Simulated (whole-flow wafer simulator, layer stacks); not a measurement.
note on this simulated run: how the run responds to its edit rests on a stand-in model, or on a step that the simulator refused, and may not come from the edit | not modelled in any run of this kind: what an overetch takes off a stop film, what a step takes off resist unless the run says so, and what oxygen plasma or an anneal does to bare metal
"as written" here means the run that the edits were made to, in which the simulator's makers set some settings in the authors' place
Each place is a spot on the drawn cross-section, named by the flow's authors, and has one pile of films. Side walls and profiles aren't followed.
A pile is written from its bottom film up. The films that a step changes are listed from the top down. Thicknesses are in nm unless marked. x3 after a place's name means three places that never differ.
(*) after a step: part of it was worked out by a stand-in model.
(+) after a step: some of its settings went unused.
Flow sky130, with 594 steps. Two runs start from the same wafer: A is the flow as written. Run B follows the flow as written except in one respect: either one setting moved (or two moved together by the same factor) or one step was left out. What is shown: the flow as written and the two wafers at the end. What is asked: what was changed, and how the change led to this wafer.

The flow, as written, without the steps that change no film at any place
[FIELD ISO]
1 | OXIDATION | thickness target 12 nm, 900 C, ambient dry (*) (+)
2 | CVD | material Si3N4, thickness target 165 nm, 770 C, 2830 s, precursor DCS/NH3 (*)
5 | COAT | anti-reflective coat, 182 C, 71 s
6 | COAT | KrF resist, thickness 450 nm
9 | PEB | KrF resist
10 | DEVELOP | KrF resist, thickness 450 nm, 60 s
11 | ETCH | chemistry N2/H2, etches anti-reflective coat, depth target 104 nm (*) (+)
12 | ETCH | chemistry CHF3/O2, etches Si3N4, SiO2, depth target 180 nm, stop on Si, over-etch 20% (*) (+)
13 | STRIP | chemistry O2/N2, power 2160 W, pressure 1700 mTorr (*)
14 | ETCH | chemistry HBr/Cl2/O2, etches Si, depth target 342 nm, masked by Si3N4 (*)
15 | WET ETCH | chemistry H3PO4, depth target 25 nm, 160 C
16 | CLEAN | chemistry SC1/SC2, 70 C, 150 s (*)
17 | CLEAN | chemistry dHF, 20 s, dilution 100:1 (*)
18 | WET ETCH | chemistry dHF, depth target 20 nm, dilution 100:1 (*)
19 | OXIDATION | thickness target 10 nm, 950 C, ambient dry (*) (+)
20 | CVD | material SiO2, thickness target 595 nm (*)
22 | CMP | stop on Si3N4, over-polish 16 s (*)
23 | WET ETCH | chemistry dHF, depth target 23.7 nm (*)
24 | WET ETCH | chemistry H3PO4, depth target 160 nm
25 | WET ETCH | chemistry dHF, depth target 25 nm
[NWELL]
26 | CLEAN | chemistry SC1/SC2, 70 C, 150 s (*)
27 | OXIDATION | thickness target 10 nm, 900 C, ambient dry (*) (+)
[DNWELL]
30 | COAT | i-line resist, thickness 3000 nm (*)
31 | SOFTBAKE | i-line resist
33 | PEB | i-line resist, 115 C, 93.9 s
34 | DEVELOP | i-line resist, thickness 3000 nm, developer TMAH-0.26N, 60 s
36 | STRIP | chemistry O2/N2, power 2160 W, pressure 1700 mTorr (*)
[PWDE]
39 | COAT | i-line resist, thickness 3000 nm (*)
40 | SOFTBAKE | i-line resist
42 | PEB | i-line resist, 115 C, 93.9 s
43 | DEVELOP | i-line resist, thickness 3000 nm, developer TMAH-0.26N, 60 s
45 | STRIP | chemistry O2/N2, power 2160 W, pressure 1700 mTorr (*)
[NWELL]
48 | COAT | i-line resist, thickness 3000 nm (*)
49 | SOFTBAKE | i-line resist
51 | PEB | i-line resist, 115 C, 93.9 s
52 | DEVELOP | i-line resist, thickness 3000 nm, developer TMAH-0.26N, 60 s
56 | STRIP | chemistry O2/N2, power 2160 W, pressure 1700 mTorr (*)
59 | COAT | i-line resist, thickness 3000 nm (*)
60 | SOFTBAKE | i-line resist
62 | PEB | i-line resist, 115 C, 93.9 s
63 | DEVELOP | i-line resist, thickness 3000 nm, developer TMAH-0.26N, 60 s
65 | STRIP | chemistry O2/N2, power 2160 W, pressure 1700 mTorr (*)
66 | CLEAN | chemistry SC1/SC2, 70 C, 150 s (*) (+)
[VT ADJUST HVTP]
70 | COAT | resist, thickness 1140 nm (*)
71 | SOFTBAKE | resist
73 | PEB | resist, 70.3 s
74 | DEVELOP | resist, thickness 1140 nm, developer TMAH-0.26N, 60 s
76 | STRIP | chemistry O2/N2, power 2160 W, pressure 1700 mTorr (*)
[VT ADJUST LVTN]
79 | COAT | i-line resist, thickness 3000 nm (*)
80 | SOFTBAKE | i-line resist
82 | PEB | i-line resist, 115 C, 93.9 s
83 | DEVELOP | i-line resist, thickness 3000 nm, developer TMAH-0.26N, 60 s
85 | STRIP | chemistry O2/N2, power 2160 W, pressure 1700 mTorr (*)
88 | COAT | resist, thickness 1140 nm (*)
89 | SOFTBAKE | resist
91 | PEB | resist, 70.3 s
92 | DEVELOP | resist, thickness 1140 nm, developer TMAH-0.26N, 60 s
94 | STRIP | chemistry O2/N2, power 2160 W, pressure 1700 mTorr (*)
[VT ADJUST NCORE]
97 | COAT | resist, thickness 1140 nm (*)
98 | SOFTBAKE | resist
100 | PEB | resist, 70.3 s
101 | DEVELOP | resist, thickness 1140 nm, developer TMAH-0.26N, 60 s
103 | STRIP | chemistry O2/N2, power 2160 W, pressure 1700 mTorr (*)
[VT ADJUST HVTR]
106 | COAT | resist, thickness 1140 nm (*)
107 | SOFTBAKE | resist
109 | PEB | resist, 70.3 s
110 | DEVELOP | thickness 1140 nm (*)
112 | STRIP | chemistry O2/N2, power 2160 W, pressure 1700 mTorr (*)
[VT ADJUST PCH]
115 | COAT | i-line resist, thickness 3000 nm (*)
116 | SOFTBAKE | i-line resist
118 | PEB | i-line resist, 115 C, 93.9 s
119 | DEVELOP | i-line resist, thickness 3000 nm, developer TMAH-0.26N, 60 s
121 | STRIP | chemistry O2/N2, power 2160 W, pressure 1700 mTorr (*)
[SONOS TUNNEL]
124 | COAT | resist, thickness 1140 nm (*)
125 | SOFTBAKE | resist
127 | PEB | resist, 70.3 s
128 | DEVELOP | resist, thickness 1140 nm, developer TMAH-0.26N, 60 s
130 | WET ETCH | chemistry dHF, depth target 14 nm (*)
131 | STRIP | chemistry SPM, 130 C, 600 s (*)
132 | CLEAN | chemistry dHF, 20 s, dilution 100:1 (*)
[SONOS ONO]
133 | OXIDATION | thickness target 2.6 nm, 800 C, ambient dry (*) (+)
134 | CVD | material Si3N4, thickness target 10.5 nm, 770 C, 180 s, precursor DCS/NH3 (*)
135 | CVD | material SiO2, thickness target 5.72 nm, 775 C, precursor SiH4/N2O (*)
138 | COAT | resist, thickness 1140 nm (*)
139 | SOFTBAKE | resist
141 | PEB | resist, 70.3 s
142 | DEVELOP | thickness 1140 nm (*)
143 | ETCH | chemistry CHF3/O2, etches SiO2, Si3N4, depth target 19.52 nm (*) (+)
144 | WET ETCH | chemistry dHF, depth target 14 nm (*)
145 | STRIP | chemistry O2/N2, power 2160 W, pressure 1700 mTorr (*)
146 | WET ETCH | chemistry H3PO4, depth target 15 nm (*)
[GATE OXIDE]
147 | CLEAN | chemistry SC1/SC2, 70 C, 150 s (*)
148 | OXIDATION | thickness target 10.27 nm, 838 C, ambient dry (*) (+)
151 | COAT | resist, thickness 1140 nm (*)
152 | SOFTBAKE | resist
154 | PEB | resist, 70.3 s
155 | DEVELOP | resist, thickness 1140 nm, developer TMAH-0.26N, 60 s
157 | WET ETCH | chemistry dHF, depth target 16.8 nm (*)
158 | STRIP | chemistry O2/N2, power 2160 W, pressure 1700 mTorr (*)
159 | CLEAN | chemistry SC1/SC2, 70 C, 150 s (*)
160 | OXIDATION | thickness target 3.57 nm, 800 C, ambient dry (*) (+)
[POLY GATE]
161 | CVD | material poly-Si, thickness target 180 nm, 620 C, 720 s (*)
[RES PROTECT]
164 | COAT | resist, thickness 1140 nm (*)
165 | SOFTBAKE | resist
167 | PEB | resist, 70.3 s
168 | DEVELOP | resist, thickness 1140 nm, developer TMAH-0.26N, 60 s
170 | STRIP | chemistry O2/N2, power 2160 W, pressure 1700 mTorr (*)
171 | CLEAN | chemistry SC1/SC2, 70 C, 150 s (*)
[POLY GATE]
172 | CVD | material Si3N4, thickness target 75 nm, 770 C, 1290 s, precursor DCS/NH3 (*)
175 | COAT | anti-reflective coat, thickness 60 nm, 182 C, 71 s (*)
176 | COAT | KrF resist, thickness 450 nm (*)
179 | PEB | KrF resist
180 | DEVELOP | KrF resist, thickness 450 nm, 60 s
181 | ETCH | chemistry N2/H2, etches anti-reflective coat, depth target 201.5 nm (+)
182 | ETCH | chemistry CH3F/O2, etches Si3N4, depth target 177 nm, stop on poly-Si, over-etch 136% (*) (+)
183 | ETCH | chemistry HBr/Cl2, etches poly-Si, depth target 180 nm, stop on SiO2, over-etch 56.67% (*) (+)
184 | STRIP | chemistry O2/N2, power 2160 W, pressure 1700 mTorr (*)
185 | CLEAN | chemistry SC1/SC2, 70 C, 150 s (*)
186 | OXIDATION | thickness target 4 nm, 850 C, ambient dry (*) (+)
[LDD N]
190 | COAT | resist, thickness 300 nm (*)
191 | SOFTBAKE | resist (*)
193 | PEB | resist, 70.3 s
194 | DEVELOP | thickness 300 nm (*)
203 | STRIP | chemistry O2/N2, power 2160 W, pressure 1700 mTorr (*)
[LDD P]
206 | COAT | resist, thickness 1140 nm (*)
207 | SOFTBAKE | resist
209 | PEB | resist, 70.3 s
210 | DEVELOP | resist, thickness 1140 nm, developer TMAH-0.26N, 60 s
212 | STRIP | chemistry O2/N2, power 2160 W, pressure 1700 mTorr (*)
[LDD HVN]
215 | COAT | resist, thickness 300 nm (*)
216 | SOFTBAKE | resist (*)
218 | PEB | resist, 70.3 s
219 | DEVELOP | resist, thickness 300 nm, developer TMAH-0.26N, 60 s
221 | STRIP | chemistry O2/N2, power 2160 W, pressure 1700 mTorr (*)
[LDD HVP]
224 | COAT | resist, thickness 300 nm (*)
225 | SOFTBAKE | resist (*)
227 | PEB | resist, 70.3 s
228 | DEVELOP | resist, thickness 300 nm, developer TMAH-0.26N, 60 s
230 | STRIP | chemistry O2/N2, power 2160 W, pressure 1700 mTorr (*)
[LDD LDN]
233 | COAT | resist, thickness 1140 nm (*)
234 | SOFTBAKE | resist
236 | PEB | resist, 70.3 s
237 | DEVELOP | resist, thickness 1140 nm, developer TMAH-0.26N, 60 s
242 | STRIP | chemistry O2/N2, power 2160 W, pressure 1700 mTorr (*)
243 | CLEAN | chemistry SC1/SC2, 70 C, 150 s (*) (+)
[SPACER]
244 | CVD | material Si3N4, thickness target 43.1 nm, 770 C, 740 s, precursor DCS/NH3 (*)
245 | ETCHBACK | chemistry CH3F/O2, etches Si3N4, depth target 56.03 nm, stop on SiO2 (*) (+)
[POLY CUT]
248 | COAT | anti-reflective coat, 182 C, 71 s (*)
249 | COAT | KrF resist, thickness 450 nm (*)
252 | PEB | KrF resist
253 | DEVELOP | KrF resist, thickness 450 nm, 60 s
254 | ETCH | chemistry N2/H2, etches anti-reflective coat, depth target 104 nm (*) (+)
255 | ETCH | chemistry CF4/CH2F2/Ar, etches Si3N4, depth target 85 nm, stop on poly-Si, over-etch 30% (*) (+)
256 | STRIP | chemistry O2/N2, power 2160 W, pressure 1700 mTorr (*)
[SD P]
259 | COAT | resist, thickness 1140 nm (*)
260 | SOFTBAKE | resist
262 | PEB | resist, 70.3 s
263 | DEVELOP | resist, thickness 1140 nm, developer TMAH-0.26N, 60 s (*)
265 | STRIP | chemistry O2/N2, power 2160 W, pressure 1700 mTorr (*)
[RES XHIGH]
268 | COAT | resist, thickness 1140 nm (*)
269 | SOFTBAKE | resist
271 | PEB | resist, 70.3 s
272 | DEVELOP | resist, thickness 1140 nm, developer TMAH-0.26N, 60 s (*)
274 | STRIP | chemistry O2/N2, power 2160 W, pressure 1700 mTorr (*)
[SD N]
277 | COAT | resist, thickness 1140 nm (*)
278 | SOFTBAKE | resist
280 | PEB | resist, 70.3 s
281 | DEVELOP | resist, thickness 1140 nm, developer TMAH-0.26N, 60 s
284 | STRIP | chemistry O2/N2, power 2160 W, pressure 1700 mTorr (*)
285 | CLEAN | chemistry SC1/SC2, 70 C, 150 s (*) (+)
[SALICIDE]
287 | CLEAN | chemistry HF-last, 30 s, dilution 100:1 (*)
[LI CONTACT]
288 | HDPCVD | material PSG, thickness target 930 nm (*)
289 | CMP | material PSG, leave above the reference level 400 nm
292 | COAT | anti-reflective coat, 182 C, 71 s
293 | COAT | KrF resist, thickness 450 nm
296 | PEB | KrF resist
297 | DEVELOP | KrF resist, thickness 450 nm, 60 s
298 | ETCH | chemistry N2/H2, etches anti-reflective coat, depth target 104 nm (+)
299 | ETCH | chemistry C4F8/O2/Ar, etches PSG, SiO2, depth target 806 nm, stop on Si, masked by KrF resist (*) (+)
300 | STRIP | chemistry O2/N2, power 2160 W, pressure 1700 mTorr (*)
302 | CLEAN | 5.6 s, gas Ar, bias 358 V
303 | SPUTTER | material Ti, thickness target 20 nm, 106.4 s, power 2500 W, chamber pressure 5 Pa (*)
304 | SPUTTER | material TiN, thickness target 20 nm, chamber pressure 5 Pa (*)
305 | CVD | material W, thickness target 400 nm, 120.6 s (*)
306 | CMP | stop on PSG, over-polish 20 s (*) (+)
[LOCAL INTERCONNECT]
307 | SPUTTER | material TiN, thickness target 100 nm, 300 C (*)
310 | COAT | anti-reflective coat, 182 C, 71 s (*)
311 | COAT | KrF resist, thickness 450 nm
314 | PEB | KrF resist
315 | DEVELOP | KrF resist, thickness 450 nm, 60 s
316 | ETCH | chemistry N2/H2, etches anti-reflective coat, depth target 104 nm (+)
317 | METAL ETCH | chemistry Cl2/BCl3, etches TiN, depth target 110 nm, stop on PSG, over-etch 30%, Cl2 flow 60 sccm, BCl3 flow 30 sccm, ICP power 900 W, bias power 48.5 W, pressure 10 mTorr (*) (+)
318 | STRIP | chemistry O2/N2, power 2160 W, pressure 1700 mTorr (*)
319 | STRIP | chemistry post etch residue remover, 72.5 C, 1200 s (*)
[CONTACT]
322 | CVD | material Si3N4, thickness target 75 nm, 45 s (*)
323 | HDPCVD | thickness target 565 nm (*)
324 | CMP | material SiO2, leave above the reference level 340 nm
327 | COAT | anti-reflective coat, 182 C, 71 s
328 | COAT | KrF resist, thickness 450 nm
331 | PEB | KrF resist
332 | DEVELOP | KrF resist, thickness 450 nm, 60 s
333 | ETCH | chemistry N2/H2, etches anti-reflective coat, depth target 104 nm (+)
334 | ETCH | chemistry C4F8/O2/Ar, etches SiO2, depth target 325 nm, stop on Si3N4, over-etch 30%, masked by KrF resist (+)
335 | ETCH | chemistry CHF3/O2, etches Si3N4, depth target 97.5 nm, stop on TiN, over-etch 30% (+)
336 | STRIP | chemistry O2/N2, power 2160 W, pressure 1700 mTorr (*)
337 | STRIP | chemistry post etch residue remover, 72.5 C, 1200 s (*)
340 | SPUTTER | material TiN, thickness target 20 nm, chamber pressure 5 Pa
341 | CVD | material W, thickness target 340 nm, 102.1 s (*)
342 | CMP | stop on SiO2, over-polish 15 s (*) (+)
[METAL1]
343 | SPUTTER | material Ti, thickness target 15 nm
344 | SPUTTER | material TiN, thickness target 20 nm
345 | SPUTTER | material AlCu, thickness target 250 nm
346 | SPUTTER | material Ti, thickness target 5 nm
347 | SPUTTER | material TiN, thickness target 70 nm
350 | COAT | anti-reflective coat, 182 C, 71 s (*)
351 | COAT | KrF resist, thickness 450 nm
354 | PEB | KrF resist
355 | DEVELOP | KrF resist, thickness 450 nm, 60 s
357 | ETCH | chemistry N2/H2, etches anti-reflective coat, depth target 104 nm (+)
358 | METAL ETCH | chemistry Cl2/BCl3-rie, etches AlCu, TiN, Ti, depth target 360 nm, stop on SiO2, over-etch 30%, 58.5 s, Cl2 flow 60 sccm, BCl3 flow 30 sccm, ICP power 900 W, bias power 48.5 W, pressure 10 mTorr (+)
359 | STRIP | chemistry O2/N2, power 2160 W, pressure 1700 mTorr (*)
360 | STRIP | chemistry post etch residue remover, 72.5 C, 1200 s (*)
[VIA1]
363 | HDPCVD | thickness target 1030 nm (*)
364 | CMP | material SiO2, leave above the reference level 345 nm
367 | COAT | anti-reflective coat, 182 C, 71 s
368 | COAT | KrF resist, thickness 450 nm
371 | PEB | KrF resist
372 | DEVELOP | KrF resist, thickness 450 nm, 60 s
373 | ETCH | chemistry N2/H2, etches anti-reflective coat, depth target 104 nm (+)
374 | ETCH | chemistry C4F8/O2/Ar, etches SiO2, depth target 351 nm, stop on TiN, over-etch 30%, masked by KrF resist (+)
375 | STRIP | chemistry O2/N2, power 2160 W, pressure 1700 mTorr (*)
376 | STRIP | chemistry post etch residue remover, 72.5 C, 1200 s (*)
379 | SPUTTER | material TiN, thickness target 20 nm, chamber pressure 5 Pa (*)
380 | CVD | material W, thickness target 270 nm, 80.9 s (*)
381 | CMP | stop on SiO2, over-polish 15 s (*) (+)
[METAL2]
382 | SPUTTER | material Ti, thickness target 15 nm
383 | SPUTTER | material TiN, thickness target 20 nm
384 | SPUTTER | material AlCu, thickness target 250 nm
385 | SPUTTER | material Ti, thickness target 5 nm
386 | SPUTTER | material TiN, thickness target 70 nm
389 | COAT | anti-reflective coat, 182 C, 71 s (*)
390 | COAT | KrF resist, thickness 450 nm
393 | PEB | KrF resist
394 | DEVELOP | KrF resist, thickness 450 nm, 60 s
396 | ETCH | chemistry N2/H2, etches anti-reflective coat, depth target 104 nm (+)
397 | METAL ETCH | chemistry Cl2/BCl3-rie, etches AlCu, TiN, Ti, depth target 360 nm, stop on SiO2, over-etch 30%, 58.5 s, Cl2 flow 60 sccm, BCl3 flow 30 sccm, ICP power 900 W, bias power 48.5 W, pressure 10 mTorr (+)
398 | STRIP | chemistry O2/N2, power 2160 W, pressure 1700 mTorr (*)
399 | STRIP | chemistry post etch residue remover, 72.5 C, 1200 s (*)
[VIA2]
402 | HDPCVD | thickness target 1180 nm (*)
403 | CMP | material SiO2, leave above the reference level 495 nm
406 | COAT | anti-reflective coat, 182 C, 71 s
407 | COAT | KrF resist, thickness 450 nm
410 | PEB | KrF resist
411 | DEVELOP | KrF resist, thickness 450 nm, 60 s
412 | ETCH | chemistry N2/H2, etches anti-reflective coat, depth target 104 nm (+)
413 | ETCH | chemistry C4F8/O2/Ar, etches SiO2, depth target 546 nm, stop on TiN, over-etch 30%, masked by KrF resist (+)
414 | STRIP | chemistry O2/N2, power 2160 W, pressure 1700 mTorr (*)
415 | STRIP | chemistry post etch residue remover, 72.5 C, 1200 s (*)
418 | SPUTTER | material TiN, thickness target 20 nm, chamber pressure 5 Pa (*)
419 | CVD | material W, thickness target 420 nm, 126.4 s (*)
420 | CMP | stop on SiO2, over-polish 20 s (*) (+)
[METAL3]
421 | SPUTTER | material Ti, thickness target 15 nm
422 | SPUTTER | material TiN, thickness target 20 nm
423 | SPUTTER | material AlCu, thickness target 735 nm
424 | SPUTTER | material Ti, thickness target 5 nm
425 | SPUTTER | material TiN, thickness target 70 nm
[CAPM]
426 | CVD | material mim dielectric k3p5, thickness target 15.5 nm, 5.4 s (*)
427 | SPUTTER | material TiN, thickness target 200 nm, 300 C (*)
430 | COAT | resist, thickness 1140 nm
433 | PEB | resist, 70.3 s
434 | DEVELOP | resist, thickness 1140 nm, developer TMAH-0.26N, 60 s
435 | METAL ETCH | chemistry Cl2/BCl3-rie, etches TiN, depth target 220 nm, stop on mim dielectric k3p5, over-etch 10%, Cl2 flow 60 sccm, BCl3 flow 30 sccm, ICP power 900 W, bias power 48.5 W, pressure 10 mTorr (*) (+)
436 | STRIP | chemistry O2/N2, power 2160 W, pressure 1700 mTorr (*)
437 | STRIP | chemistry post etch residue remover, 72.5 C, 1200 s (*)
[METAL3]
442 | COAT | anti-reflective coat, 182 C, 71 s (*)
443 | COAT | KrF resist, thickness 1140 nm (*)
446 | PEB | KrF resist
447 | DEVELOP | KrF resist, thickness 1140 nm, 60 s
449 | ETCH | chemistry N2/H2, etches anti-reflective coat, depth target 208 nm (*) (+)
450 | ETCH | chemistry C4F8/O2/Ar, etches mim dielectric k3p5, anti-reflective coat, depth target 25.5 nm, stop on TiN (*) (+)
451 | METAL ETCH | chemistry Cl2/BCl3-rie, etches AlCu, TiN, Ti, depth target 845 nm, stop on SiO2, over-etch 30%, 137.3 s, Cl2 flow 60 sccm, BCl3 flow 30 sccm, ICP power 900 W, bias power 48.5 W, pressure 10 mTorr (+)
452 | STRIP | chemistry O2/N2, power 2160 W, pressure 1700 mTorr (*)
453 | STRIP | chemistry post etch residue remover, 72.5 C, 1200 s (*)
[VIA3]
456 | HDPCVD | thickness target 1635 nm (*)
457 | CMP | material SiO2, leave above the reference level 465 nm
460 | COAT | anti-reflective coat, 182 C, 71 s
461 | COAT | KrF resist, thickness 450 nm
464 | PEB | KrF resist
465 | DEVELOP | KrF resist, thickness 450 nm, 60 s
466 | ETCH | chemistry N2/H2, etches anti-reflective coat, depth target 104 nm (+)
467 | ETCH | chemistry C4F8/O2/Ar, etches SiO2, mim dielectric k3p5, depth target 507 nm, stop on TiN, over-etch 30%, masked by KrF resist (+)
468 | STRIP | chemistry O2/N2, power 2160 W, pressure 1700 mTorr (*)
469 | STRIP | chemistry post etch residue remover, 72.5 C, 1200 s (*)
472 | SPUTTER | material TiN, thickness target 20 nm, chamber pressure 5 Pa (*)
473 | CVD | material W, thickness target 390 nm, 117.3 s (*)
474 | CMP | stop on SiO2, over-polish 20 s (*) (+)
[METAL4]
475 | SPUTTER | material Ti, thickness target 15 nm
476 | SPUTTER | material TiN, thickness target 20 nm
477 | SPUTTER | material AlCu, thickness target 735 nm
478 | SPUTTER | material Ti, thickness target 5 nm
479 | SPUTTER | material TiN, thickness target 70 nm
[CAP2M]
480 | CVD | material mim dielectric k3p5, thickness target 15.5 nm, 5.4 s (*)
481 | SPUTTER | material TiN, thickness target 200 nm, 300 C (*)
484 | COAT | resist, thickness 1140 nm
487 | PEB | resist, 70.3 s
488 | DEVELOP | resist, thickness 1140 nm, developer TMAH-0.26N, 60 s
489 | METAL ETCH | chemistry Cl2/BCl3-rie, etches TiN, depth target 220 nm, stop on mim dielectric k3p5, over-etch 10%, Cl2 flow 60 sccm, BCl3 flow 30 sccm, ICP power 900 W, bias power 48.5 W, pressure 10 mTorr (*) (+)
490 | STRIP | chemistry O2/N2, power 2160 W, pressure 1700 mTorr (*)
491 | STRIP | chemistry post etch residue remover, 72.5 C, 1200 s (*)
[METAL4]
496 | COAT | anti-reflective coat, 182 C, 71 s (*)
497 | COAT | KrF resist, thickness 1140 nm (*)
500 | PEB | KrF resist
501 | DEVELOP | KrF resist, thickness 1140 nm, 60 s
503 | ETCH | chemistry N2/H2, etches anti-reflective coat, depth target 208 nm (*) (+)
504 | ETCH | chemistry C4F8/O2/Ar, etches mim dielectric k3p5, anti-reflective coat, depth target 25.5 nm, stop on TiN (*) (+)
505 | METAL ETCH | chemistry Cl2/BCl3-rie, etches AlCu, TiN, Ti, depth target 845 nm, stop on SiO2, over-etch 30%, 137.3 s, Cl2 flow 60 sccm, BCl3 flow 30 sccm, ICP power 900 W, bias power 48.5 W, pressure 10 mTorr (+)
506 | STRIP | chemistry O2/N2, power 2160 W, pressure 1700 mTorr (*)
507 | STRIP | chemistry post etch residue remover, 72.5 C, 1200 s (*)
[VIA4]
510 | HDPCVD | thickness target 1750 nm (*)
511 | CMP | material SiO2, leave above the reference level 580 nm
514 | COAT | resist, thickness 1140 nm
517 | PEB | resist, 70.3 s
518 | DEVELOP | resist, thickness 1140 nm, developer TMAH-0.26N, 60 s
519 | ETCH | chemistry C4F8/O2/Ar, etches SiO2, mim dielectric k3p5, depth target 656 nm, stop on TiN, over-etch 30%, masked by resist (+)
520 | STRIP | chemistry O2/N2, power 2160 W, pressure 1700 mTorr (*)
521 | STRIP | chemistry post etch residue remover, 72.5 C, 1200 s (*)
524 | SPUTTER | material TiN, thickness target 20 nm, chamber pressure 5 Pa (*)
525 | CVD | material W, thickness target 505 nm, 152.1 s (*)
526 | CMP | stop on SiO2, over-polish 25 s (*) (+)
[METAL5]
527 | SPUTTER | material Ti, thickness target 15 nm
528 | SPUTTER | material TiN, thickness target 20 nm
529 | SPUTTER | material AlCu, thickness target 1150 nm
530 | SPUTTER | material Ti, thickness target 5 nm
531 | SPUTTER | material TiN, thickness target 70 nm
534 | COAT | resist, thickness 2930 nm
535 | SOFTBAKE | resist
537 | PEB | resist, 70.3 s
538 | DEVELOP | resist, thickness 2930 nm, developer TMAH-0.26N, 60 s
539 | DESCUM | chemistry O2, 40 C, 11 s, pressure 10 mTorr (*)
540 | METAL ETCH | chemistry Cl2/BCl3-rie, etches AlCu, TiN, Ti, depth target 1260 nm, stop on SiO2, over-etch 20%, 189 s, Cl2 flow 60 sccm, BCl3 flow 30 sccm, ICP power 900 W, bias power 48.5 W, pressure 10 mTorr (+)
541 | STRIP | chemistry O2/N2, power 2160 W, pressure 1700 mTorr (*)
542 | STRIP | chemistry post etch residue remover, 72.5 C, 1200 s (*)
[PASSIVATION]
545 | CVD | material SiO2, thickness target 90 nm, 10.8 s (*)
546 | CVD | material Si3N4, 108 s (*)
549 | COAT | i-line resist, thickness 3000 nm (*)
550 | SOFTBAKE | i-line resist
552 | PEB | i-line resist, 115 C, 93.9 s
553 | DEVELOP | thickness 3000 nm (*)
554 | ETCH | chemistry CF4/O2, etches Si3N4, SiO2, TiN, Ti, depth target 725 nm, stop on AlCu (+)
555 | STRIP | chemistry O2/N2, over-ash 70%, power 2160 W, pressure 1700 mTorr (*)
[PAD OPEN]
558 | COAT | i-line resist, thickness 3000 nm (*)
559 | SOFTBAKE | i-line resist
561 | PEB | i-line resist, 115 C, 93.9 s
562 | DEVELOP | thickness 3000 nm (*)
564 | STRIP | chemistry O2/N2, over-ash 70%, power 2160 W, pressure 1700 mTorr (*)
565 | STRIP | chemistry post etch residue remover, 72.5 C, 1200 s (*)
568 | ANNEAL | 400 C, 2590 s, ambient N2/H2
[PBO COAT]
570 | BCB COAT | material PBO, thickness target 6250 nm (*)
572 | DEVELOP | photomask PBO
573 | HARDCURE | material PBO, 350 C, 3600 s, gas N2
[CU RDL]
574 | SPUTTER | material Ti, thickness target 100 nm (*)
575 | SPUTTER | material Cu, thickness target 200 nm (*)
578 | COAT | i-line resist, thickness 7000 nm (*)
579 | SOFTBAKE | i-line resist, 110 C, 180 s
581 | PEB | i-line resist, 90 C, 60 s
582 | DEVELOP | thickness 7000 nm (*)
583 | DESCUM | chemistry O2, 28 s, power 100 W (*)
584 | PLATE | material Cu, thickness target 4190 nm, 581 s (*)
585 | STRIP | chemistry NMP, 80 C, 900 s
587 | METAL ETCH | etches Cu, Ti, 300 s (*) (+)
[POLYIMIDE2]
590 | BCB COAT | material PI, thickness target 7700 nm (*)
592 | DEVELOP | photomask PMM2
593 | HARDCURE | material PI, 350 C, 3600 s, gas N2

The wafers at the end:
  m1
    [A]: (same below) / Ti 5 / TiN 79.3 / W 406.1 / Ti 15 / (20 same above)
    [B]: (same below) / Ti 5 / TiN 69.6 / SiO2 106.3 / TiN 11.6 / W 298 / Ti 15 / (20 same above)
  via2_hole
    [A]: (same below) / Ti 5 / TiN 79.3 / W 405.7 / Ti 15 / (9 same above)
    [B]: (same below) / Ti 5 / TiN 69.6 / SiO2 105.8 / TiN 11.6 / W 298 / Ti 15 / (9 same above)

What caused this: step 413, ETCH: depth target 314 nm was run, whereas the flow has depth target 546 nm.

The path from the change to this, step by step:
  413 | ETCH | chemistry C4F8/O2/Ar, etches SiO2, depth target 546 nm, stop on TiN, over-etch 30%, masked by KrF resist (+)
      m1: A SiO2 loses 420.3 (all of it) | B SiO2 loses 314
      via2_hole: A SiO2 loses 419.8 (all of it) | B SiO2 loses 314
      (as well as at 189 more places)
  414 | STRIP | chemistry O2/N2, power 2160 W, pressure 1700 mTorr (*)
      field, active, n_well and 186 more: A KrF resist loses 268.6 (all of it), anti-reflective coat loses 80 (all of it) | B KrF resist loses 315 (all of it), anti-reflective coat loses 80 (all of it)
  418 | SPUTTER | material TiN, thickness target 20 nm, chamber pressure 5 Pa (*)
      m1, via2_hole: A TiN gains 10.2 | B TiN gains 11.6 (new film)
  419 | CVD | material W, thickness target 420 nm, 126.4 s (*)
      m1: A W gains 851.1 (new film) | B W gains 743 (new film)
      via2_hole: A W gains 850.7 (new film) | B W gains 743 (new film)
If metal films that touch count as one body, m1 has 3 bodies (between them, from the top down: SiO2 106.3; SiO2 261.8 / Si3N4 75); the flow as written gives 2 bodies (between them, from the top down: SiO2 261.8 / Si3N4 75).
If metal films that touch count as one body, via2_hole has 2 bodies (between them, from the top down: SiO2 105.8); the flow as written gives 1 body.
